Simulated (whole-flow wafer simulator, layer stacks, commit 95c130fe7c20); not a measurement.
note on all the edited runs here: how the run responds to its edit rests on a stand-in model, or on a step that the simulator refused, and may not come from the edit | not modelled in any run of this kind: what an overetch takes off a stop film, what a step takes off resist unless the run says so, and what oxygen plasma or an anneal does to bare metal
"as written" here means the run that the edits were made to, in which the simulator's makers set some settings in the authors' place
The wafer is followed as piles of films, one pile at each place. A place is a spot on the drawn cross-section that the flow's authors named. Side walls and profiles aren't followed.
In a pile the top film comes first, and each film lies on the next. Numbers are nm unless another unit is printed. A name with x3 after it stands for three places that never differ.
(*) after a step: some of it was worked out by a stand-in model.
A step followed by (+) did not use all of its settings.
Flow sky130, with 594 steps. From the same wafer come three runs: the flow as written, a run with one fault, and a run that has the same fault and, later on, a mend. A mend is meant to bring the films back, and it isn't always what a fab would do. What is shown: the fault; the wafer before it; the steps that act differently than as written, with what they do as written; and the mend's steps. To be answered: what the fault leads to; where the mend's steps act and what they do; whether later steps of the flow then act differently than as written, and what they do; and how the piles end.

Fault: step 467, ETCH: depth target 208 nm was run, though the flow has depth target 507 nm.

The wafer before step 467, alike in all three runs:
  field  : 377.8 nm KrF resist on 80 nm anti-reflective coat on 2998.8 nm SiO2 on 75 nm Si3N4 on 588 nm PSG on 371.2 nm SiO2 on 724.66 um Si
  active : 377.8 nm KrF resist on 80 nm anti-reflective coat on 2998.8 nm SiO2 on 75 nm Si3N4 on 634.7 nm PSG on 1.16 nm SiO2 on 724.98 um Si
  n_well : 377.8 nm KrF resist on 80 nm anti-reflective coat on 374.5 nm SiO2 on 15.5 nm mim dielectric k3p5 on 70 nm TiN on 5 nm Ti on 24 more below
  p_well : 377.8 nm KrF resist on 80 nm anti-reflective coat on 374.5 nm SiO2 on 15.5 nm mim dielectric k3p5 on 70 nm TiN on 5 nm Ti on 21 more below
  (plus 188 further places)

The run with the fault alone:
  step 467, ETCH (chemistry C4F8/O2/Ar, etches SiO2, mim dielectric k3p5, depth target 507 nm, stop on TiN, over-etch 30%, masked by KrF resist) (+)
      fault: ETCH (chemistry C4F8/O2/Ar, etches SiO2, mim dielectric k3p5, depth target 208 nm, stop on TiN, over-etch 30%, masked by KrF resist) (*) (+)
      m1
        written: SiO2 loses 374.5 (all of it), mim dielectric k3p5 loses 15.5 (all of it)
        fault: SiO2 loses 208
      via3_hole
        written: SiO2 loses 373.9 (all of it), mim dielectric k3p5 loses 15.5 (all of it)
        fault: SiO2 loses 208
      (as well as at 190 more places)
  Steps later in the flow that act otherwise than as written (1 other step is not shown; it differs only slightly, by no more than 2% or 0.5 nm, whichever is larger):
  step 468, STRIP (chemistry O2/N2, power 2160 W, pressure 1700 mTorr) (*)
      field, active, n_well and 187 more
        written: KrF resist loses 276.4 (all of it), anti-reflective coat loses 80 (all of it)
        fault: KrF resist loses 336.2 (all of it), anti-reflective coat loses 80 (all of it)
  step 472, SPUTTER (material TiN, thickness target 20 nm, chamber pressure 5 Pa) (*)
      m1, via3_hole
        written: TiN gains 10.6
        fault: TiN gains 13.4 (new film)
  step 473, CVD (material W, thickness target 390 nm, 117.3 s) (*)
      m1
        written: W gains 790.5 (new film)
        fault: W gains 605.2 (new film)
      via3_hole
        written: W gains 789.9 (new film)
        fault: W gains 605.2 (new film)
  At m1, via3_hole, the piles at the end differ from the flow's by more than 2% or 0.5 nm, whichever is larger.
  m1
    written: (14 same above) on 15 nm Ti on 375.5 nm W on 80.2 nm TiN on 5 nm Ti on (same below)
    fault: (14 same above) on 15 nm Ti on 190.2 nm W on 13.4 nm TiN on 166.5 nm SiO2 on 15.5 nm mim dielectric k3p5 on 70 nm TiN on 5 nm Ti on (same below)
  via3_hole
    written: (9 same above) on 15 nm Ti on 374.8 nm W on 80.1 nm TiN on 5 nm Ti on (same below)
    fault: (9 same above) on 15 nm Ti on 190.2 nm W on 13.4 nm TiN on 165.9 nm SiO2 on 15.5 nm mim dielectric k3p5 on 70 nm TiN on 5 nm Ti on (same below)

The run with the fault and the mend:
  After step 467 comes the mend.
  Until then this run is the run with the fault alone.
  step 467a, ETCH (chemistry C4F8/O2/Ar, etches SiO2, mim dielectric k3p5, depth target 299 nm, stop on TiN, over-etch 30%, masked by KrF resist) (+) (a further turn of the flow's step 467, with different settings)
      field, active, n_well and 187 more
        KrF resist loses 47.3
      m1
        SiO2 loses 166.5 (all of it), mim dielectric k3p5 loses 15.5 (all of it)
      via3_hole
        SiO2 loses 165.9 (all of it), mim dielectric k3p5 loses 15.5 (all of it)
  Steps later in the flow that act otherwise than as written:
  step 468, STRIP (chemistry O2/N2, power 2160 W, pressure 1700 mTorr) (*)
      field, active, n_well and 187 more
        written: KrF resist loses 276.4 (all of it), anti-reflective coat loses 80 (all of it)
        mend: KrF resist loses 288.9 (all of it), anti-reflective coat loses 80 (all of it)
  The piles end the same as the flow's at every place that both follow.
